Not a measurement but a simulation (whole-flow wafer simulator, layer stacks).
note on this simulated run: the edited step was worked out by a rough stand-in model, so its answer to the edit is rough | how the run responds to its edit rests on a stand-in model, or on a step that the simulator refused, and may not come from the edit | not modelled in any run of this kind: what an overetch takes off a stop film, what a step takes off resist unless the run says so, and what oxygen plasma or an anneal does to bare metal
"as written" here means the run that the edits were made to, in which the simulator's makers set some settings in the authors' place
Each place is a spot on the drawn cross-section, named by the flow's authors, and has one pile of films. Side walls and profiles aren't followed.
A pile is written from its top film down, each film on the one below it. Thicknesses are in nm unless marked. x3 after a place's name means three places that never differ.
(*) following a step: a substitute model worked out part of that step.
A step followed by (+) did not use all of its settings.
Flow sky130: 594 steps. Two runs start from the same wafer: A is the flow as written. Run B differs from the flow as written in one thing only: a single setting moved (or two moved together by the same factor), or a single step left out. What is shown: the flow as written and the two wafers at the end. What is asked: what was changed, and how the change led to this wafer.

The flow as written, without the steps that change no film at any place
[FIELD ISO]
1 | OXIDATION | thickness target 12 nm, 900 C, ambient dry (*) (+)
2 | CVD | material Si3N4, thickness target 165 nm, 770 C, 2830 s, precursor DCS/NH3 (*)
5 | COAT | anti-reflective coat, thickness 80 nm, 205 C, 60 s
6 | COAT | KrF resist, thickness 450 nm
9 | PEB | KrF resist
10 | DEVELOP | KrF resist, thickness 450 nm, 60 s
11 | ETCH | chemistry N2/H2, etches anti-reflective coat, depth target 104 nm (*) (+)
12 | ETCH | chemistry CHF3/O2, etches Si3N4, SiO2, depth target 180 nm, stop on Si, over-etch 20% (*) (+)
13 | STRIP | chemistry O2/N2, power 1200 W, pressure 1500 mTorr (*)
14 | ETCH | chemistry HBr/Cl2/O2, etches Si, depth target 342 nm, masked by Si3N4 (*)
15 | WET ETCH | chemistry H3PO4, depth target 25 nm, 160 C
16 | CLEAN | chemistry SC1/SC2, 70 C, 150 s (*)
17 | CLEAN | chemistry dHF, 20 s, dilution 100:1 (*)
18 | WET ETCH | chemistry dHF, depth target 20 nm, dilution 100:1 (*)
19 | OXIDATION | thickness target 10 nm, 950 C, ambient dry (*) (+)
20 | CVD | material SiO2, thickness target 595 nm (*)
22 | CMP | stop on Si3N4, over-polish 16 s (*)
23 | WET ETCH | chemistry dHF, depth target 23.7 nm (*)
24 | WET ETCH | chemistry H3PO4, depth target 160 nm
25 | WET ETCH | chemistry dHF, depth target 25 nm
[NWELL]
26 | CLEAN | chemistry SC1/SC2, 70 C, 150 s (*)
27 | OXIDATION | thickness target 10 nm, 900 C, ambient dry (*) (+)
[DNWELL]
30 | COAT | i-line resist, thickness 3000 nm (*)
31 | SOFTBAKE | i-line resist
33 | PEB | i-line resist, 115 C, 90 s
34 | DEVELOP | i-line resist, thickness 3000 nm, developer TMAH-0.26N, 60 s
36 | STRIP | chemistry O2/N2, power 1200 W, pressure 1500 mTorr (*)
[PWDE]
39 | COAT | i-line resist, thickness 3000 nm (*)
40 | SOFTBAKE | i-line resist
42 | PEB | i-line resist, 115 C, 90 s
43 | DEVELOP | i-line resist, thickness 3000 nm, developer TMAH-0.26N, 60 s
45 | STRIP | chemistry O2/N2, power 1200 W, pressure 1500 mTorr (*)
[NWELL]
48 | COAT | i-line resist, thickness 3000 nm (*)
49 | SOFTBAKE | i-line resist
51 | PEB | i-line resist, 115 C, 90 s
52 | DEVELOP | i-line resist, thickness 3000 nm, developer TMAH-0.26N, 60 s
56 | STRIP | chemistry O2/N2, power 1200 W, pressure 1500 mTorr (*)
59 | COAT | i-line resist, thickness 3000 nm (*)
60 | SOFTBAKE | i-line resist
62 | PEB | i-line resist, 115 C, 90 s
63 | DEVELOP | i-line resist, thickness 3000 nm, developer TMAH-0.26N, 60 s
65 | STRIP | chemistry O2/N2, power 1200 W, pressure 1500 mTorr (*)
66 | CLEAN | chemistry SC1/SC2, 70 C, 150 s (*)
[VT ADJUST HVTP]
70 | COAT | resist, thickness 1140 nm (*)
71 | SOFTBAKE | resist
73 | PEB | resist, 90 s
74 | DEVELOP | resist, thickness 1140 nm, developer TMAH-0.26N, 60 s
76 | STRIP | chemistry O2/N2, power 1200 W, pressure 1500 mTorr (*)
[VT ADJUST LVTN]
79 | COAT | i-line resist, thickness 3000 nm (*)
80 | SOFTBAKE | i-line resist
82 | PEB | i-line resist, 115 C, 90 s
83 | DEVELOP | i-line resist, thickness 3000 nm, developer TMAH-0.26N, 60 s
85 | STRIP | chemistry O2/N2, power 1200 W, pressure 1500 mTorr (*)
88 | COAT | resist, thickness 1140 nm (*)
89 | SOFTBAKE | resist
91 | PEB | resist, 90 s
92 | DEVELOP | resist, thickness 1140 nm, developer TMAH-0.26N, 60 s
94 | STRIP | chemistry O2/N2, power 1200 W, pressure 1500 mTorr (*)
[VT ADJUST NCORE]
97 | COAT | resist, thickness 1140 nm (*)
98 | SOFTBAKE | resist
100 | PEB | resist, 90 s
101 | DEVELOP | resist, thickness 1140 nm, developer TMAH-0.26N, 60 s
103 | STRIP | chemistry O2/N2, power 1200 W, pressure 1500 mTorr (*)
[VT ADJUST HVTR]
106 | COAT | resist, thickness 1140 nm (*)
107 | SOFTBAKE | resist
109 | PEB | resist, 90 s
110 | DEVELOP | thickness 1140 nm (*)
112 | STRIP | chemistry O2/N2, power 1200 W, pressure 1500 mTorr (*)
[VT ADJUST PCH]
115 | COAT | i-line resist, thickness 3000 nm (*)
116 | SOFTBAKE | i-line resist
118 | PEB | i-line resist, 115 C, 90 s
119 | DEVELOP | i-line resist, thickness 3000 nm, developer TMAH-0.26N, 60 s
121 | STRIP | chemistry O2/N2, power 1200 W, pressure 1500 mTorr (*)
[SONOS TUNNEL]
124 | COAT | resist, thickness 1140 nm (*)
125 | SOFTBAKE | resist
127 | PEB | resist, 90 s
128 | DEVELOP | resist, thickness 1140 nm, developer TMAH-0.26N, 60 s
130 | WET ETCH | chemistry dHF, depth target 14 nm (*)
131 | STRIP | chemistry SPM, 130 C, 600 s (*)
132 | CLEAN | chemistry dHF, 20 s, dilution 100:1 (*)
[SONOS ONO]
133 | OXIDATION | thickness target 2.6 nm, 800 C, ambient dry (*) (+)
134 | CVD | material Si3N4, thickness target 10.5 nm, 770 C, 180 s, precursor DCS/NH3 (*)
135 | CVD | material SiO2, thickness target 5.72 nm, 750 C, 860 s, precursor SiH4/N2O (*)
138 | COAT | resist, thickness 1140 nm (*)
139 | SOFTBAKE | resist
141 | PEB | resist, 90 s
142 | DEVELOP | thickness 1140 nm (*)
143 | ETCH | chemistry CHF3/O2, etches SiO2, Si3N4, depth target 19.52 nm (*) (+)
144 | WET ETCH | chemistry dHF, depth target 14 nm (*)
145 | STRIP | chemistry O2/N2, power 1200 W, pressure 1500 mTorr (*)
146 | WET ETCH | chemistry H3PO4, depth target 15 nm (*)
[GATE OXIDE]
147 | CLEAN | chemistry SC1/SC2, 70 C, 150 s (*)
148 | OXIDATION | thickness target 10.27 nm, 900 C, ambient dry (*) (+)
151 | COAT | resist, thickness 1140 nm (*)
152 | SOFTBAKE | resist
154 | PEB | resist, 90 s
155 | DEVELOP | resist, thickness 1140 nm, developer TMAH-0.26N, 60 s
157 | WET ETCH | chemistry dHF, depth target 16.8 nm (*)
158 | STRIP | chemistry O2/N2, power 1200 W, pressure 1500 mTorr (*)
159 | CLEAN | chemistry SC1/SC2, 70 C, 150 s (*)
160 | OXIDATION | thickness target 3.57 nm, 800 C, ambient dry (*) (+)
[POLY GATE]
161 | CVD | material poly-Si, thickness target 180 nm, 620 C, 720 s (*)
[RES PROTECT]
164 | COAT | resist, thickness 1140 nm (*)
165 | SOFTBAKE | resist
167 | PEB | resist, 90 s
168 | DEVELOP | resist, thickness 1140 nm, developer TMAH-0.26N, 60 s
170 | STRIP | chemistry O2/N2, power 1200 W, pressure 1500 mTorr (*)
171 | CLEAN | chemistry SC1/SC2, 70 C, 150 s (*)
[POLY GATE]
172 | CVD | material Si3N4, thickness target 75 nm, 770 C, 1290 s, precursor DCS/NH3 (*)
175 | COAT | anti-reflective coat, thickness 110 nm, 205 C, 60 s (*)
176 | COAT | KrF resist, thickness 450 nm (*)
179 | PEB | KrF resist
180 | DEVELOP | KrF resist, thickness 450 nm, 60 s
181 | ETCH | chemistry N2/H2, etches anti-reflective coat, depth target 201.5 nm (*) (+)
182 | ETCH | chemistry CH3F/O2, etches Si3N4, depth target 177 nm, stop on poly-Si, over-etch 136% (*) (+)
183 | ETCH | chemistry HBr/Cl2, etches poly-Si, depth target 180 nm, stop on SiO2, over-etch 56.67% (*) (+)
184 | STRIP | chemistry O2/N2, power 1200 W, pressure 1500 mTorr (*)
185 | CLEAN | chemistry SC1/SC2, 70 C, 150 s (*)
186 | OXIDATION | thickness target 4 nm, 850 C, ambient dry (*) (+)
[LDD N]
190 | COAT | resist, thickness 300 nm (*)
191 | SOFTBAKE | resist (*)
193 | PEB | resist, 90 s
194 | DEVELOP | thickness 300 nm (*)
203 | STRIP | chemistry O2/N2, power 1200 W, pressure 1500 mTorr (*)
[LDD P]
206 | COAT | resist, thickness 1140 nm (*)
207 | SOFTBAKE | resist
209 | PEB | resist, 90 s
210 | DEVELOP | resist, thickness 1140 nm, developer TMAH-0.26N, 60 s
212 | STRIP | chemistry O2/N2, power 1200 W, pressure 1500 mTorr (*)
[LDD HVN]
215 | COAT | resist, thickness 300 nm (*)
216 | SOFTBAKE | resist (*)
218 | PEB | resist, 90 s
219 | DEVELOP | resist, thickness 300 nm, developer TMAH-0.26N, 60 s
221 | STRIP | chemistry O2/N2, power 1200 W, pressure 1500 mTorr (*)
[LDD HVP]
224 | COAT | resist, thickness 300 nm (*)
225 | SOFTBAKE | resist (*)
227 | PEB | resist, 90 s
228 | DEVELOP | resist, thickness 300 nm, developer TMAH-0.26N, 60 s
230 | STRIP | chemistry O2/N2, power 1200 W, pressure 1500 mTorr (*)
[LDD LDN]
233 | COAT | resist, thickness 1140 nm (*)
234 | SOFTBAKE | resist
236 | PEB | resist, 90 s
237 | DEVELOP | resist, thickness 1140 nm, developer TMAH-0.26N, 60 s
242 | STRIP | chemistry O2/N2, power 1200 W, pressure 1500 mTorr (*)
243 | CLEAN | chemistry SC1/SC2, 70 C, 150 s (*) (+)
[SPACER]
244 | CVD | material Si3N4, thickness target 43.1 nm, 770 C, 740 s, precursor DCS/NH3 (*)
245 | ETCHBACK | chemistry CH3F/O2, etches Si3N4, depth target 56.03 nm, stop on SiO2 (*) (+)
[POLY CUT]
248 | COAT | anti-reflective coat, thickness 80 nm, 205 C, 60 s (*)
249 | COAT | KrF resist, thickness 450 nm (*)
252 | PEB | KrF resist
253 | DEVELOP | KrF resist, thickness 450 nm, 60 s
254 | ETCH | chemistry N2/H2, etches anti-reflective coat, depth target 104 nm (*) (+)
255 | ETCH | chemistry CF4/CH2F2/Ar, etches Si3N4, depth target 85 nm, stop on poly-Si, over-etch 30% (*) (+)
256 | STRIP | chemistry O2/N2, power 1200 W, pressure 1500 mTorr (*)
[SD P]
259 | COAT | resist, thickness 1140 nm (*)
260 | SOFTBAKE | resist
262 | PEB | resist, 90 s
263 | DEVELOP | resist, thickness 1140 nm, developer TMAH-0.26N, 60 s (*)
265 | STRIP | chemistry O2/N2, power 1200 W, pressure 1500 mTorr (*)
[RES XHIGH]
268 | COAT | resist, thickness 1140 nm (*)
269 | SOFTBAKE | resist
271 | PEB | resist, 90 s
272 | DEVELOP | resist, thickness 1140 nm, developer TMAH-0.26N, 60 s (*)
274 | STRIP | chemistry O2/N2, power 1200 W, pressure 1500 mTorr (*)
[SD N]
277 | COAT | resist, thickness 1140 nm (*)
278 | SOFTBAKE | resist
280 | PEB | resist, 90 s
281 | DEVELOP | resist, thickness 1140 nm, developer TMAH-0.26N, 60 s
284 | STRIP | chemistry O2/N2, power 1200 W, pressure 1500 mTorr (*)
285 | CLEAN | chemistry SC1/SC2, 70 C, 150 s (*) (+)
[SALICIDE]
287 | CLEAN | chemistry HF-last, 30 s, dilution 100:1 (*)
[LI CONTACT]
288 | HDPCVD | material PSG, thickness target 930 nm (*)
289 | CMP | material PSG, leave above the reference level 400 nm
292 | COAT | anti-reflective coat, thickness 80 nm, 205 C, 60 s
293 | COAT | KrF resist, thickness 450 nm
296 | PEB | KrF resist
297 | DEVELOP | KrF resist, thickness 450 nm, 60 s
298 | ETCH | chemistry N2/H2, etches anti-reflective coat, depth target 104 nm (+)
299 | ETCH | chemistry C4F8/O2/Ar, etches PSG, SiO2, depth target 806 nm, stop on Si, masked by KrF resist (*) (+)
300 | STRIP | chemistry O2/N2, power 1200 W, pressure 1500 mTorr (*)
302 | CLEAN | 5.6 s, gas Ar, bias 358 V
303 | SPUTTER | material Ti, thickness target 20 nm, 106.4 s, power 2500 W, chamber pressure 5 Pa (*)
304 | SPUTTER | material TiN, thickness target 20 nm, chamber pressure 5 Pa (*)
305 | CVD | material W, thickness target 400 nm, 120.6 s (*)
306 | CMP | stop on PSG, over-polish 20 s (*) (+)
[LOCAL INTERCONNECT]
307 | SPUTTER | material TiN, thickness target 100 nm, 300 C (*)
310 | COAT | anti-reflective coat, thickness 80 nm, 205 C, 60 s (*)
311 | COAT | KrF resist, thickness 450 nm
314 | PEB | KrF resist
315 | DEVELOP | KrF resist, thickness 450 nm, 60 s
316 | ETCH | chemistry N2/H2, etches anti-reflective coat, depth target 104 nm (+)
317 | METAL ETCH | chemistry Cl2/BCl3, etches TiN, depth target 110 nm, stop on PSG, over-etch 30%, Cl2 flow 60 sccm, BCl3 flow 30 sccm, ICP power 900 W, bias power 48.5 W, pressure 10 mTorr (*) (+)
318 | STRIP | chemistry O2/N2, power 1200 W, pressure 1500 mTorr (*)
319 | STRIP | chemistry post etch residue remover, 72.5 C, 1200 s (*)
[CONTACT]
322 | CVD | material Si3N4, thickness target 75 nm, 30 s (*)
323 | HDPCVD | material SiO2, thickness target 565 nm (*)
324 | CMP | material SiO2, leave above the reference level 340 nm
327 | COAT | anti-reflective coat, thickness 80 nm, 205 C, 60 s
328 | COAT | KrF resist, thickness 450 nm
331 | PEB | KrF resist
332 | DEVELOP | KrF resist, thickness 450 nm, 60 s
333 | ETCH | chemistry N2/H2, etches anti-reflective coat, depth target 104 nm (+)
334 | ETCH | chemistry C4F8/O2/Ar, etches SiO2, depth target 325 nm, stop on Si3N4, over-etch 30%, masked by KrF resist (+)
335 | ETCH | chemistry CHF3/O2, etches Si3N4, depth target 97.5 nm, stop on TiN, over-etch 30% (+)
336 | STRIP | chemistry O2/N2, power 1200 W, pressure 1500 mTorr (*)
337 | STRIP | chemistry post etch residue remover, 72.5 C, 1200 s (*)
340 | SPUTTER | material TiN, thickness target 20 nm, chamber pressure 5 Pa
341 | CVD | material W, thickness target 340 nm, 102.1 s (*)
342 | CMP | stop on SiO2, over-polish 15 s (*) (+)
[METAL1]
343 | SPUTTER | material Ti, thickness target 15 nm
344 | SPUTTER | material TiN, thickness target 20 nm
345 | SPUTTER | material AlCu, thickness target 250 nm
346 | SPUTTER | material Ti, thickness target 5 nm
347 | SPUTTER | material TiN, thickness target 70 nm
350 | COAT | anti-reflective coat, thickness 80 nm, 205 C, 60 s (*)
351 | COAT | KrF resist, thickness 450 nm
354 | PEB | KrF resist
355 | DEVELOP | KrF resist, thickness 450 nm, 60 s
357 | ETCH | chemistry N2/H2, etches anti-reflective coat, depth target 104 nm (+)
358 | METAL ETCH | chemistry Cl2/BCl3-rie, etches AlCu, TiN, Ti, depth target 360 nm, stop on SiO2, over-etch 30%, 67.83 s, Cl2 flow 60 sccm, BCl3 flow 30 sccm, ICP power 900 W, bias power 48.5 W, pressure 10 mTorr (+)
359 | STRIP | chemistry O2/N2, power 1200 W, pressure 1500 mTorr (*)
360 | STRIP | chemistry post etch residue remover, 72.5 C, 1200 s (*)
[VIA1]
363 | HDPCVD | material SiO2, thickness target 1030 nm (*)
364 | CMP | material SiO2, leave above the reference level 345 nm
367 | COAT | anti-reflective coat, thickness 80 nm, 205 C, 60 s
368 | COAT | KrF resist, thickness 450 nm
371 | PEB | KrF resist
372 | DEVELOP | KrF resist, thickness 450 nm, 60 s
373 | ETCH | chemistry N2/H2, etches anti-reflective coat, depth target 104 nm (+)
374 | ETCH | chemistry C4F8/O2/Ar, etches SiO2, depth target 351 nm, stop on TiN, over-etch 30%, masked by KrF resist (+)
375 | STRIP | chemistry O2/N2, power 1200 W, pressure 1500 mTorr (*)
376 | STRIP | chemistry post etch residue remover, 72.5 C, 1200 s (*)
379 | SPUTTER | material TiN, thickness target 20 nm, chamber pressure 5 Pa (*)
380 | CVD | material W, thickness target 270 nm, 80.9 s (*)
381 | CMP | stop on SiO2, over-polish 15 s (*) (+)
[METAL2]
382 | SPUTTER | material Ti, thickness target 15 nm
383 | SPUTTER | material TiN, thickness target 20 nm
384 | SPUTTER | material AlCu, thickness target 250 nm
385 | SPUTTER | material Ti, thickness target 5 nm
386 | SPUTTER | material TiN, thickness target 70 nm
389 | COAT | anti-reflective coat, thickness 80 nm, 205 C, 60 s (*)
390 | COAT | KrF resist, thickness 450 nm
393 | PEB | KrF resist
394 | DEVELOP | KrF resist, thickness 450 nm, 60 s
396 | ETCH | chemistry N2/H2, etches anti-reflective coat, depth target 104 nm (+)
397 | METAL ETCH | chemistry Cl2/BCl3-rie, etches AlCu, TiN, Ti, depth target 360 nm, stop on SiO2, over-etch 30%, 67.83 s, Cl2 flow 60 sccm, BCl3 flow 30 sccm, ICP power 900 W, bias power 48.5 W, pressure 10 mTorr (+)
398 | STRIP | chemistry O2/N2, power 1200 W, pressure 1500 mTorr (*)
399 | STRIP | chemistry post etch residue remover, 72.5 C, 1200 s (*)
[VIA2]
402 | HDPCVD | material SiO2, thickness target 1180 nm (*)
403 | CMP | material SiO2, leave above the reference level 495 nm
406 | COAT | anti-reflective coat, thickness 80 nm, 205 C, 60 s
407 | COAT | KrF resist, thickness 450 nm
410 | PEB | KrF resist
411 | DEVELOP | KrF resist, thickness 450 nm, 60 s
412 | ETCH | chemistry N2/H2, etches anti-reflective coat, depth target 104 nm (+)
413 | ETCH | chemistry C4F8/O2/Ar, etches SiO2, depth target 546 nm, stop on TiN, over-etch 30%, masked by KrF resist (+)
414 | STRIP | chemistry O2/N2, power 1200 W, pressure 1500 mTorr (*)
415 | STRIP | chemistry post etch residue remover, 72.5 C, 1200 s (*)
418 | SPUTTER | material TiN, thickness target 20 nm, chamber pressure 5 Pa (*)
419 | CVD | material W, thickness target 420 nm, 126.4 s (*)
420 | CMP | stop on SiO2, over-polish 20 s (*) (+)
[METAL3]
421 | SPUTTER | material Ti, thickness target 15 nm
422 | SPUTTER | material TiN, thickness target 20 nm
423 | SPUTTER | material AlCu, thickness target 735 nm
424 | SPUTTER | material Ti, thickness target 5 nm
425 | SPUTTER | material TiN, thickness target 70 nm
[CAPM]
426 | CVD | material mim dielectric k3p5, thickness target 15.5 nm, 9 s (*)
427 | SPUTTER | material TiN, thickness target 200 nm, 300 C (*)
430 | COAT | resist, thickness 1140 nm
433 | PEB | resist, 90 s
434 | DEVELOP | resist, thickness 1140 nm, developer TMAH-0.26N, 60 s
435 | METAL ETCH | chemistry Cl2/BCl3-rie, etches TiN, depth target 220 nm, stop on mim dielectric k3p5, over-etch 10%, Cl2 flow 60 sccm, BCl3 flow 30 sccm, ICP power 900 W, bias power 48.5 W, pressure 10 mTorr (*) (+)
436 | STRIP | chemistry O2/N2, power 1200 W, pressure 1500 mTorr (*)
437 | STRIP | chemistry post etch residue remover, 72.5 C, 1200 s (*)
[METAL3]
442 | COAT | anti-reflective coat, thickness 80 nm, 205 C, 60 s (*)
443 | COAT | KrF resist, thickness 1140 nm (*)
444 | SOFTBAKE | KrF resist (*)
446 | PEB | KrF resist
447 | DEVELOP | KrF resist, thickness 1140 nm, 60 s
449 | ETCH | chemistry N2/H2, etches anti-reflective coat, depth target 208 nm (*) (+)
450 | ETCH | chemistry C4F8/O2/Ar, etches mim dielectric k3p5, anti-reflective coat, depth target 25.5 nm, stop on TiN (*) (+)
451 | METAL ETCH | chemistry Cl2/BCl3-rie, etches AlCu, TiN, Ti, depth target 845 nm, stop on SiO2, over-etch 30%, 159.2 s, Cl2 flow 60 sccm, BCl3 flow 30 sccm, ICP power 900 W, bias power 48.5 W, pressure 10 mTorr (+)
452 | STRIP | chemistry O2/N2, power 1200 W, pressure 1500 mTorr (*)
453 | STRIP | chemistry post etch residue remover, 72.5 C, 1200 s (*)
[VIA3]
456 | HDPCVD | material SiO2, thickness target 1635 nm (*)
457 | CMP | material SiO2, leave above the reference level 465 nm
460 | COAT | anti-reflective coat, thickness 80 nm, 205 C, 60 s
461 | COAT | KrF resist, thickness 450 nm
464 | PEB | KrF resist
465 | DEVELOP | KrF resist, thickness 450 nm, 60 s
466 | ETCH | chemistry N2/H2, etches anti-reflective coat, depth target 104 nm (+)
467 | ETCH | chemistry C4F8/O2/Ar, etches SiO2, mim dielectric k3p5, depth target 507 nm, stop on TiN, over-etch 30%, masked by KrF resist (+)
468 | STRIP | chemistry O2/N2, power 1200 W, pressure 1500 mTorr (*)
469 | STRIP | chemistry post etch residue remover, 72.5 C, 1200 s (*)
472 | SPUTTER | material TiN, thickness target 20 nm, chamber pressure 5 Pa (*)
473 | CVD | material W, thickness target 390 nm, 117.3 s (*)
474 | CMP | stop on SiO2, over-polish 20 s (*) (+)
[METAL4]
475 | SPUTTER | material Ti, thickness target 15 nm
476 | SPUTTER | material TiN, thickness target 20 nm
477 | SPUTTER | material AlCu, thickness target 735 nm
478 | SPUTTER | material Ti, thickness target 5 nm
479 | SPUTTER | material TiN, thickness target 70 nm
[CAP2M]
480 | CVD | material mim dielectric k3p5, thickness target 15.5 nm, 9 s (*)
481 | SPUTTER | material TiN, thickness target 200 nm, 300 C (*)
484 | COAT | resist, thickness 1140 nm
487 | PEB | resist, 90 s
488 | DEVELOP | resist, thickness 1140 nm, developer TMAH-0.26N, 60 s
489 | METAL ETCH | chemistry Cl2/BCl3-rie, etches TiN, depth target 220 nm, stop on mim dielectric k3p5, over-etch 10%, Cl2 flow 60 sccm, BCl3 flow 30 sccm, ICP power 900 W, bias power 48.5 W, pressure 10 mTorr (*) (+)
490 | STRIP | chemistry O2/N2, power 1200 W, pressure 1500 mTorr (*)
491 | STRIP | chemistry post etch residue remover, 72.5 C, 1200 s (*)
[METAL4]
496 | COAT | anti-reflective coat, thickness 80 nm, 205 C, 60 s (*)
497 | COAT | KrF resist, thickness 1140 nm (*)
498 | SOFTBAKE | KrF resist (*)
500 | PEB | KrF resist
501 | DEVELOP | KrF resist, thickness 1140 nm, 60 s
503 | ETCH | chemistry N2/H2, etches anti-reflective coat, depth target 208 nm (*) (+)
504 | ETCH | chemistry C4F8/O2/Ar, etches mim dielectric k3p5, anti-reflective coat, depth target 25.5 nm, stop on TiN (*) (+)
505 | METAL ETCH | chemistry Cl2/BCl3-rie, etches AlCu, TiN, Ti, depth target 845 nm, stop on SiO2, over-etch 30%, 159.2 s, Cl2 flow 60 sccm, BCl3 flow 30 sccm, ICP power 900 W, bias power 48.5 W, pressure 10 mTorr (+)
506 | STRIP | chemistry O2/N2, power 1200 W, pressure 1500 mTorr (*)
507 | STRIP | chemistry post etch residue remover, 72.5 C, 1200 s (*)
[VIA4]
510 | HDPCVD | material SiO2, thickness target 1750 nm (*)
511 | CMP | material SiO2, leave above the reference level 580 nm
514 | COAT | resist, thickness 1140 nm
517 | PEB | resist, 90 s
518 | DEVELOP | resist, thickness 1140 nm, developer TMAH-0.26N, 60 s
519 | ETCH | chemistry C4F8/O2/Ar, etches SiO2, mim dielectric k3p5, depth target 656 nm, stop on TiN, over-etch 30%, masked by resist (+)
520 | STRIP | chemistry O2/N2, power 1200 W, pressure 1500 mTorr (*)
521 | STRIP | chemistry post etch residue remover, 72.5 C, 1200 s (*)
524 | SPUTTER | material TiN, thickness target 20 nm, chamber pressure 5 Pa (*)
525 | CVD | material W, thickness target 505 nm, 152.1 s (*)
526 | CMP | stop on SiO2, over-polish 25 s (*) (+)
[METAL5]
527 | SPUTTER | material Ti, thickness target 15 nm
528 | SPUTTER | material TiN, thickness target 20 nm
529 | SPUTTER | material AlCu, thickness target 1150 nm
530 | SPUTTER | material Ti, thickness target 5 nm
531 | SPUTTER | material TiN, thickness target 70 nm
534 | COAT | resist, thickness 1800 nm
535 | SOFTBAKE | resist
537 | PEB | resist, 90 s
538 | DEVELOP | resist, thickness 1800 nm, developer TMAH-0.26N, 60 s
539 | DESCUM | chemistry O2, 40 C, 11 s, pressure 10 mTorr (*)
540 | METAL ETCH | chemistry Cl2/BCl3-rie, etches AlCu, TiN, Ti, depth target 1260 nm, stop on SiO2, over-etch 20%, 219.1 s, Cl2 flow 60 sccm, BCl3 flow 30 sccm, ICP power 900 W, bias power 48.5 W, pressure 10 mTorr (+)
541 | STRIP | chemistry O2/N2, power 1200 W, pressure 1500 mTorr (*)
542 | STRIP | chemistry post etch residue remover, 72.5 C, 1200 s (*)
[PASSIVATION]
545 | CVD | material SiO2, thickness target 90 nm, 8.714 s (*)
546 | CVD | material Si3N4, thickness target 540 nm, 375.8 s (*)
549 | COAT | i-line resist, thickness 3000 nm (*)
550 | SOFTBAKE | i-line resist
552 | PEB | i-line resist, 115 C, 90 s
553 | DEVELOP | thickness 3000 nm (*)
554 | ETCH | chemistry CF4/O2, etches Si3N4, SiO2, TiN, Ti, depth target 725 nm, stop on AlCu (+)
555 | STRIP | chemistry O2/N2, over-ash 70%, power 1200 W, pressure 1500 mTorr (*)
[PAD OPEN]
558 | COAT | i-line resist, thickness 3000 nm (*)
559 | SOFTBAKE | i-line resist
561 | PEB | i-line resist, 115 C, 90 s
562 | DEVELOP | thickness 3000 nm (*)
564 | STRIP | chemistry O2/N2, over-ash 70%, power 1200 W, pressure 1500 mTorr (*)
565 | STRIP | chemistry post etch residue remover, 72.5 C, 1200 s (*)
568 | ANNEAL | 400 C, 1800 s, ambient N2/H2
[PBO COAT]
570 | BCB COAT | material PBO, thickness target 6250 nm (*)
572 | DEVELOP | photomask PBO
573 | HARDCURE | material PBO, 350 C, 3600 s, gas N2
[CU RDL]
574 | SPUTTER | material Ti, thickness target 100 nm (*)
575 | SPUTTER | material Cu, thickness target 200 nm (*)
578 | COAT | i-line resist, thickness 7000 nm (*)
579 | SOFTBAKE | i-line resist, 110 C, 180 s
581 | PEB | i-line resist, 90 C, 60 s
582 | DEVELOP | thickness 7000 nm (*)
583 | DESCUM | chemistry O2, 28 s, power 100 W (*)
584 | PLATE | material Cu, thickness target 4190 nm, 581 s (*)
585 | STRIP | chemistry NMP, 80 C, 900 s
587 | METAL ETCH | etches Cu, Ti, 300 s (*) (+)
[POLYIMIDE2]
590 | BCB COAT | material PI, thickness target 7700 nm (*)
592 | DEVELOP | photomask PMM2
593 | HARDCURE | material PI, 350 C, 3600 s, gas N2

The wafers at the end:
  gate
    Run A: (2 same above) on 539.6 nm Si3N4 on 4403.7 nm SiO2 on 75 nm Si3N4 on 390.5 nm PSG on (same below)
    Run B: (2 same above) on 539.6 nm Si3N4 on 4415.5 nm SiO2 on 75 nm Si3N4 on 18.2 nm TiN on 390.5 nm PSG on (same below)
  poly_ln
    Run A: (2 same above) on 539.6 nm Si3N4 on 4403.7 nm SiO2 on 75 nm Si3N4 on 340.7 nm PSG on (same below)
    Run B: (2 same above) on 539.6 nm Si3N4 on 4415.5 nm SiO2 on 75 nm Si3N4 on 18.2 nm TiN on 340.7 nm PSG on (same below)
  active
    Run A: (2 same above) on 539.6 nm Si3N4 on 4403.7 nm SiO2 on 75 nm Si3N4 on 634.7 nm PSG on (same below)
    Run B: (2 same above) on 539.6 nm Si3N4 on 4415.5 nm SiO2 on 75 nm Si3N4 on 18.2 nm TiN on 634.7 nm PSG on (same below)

Cause: step 307, SPUTTER: thickness target 130 nm was run, though the flow has thickness target 100 nm.

The path from the change to this, step by step:
  307 | SPUTTER | material TiN, thickness target 100 nm, 300 C (*)
      field, active, n_well and 188 more: A TiN gains 100 (new film) | B TiN gains 130 (new film)
  317 | METAL ETCH | chemistry Cl2/BCl3, etches TiN, depth target 110 nm, stop on PSG, over-etch 30%, Cl2 flow 60 sccm, BCl3 flow 30 sccm, ICP power 900 W, bias power 48.5 W, pressure 10 mTorr (*) (+)
      field, active, gate and 88 more: A TiN loses 98.7 (all of it) | B TiN loses 110
  324 | CMP | material SiO2, leave above the reference level 340 nm
      field, active, gate and 88 more: A SiO2 loses 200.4 | B SiO2 loses 188.7
Taking metal films that touch as one body, gate has 1 body; the flow as written gives 0 bodies.
Taking metal films that touch as one body, poly_ln has 1 body; the flow as written gives 0 bodies.
Taking metal films that touch as one body, active has 1 body; the flow as written gives 0 bodies.
